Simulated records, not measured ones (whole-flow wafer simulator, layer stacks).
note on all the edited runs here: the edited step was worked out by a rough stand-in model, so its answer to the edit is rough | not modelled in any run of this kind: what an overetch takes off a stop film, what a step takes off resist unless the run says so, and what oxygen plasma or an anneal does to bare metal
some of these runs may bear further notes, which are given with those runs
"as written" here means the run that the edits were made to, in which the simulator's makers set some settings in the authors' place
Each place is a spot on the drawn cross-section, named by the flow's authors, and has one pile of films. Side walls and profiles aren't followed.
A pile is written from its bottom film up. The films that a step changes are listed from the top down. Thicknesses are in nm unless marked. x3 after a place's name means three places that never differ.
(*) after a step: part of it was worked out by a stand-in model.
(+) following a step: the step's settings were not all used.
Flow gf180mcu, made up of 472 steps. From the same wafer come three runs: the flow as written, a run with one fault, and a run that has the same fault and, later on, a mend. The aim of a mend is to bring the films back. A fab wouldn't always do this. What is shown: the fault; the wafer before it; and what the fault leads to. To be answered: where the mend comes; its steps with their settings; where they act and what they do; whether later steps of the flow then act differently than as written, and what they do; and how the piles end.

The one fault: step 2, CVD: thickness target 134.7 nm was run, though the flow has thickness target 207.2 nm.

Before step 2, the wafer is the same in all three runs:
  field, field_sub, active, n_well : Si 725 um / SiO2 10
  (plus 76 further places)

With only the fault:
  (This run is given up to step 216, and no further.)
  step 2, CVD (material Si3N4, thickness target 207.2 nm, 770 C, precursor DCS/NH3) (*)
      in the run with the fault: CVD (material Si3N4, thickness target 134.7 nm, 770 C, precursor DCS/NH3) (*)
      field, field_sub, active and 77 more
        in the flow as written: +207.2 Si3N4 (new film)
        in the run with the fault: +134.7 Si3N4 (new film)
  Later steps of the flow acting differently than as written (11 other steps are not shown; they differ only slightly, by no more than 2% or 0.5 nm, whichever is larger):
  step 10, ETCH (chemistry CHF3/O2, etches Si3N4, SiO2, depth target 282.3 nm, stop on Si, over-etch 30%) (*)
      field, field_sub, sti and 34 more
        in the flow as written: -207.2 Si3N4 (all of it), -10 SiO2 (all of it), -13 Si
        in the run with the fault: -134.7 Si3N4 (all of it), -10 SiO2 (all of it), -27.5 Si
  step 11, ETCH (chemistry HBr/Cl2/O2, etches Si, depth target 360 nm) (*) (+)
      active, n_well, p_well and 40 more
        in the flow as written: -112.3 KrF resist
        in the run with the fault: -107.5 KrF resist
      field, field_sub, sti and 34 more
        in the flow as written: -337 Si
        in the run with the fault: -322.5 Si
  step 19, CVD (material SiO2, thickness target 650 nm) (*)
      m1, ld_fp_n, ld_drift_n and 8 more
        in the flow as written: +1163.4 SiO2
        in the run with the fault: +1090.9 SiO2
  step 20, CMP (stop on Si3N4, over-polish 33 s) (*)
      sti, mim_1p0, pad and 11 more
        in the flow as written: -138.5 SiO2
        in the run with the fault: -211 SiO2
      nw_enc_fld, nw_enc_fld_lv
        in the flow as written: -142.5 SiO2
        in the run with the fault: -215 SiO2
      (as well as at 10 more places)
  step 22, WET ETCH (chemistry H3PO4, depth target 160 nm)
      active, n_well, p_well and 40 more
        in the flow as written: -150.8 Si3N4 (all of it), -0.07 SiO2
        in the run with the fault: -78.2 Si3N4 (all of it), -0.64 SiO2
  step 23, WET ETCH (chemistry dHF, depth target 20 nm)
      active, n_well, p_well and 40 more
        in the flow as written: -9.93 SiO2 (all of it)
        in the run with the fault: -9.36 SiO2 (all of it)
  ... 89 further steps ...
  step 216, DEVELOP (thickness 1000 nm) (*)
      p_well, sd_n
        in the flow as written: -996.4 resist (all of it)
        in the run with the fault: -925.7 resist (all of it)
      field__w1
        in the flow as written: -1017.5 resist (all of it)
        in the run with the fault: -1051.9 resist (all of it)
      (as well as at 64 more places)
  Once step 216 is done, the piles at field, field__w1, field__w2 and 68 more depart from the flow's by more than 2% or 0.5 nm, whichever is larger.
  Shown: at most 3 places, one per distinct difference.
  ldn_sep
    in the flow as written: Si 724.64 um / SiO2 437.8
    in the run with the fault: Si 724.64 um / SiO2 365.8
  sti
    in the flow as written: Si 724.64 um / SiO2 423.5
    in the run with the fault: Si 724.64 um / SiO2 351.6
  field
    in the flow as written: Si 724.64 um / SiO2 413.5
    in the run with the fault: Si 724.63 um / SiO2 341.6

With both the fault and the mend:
  The mend stands after step 9.
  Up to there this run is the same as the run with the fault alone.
  step 9a, STRIP (chemistry O2/N2, power 2160 W, pressure 1700 mTorr) (*)
      active, n_well, p_well and 40 more
        -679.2 KrF resist (all of it)
  step 9b, CVD (material Si3N4, thickness target 72.51 nm, 770 C, precursor DCS/NH3) (*) (a further turn of the flow's step 2, with different settings)
      field, field_sub, active and 77 more
        +72.5 Si3N4
  step 9c, HMDS (120 C, 60 s) (a further turn of the flow's step 4)
      leaves every film unchanged at each place that is followed
  step 9d, COAT (KrF resist, thickness 700 nm) (a further turn of the flow's step 5)
      field, field_sub, active and 77 more
        +700 KrF resist (new film)
  step 9e, SOFTBAKE (KrF resist) (a further turn of the flow's step 6)
      leaves every film unchanged at each place that is followed
  step 9f, EXPOSE (photomask COMP) (a further turn of the flow's step 7)
      leaves every film unchanged at each place that is followed
  step 9g, PEB (KrF resist, 135 C, 90 s) (a further turn of the flow's step 8)
      field, field_sub, active and 77 more
        -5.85 KrF resist
  step 9h, DEVELOP (thickness 700 nm, 60 s) (a further turn of the flow's step 9)
      active, n_well, p_well and 40 more
        -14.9 KrF resist
      field, field_sub, sti and 34 more
        -694.2 KrF resist (all of it)
  Every later step of the flow that is run acts as written, at every place that is followed, to within 2% or 0.5 nm, whichever is larger.
  By the end, the piles equal the flow's at every place that both follow.
